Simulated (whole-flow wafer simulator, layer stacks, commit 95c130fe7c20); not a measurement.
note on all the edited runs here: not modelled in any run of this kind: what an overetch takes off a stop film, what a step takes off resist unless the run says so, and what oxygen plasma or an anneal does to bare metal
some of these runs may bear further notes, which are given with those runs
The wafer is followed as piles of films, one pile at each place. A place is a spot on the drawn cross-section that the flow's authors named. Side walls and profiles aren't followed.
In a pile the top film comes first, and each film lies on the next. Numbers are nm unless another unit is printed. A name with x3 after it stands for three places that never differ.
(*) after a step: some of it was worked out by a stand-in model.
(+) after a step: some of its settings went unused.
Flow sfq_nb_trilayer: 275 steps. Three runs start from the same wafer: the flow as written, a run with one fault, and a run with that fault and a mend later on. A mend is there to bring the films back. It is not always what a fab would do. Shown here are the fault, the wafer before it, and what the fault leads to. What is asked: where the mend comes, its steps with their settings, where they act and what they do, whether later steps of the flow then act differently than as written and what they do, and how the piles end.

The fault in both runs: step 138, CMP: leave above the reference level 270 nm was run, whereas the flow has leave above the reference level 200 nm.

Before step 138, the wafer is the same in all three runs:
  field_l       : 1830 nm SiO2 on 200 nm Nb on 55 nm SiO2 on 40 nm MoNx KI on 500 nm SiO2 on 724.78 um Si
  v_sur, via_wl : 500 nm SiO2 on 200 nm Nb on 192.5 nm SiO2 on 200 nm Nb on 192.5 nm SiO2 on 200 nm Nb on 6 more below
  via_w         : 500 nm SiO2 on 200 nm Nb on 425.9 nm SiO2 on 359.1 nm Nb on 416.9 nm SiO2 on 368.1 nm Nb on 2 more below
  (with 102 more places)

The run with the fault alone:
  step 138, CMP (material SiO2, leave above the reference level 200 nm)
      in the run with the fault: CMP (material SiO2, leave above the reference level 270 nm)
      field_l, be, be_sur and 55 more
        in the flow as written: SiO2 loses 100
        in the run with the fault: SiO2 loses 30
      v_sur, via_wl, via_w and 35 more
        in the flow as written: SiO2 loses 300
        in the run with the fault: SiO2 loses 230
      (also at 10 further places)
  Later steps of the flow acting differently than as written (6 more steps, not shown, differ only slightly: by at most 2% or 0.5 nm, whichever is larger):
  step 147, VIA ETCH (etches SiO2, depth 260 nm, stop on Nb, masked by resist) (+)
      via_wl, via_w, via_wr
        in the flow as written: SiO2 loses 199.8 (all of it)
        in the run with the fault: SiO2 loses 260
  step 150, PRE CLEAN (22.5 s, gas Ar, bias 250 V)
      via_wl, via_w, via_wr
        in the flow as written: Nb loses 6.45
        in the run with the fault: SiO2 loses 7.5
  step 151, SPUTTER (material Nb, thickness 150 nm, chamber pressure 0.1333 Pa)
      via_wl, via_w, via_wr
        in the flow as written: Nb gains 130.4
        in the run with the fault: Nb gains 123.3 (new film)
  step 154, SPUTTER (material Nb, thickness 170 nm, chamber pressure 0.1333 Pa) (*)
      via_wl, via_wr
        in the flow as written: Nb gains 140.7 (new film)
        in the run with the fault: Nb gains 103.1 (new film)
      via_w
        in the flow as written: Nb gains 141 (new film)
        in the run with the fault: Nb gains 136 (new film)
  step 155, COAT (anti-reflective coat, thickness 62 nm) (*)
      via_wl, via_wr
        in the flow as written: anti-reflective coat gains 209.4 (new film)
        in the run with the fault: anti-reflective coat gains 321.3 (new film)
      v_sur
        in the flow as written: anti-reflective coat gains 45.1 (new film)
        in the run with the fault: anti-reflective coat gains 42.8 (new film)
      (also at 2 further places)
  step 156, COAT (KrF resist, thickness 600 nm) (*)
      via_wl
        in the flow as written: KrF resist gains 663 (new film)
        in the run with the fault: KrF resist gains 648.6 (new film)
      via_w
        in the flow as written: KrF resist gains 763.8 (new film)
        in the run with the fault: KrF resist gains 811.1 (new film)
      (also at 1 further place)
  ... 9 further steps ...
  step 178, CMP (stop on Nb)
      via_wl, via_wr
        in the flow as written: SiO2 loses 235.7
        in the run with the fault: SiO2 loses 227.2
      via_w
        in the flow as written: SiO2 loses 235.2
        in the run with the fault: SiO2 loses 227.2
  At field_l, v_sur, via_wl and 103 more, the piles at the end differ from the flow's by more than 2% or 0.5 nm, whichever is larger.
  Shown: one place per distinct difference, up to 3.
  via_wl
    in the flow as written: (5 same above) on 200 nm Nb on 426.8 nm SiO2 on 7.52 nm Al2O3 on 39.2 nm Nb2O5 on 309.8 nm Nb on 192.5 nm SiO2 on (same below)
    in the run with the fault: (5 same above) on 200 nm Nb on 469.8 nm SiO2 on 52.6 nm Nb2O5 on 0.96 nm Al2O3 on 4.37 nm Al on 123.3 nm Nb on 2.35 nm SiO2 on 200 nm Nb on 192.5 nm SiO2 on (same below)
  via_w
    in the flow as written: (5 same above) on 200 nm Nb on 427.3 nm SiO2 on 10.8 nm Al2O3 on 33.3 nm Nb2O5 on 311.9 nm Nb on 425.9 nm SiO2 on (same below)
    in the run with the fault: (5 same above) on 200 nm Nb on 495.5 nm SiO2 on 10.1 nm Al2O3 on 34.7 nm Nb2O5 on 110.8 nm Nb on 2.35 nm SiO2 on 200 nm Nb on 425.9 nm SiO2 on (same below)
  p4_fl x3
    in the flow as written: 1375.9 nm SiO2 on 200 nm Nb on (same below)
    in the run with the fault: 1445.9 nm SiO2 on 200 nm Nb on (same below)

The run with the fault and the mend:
  The mend stands after step 139.
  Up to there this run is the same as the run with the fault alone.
  step 139a, CMP (material SiO2, leave above the reference level 200 nm) (a further turn of the flow's step 138)
      field_l, v_sur, via_wl and 103 more
        SiO2 loses 70
  Every later step of the flow that is run acts as written at every place that is followed.
  By the end, the piles equal the flow's at every place that both follow.
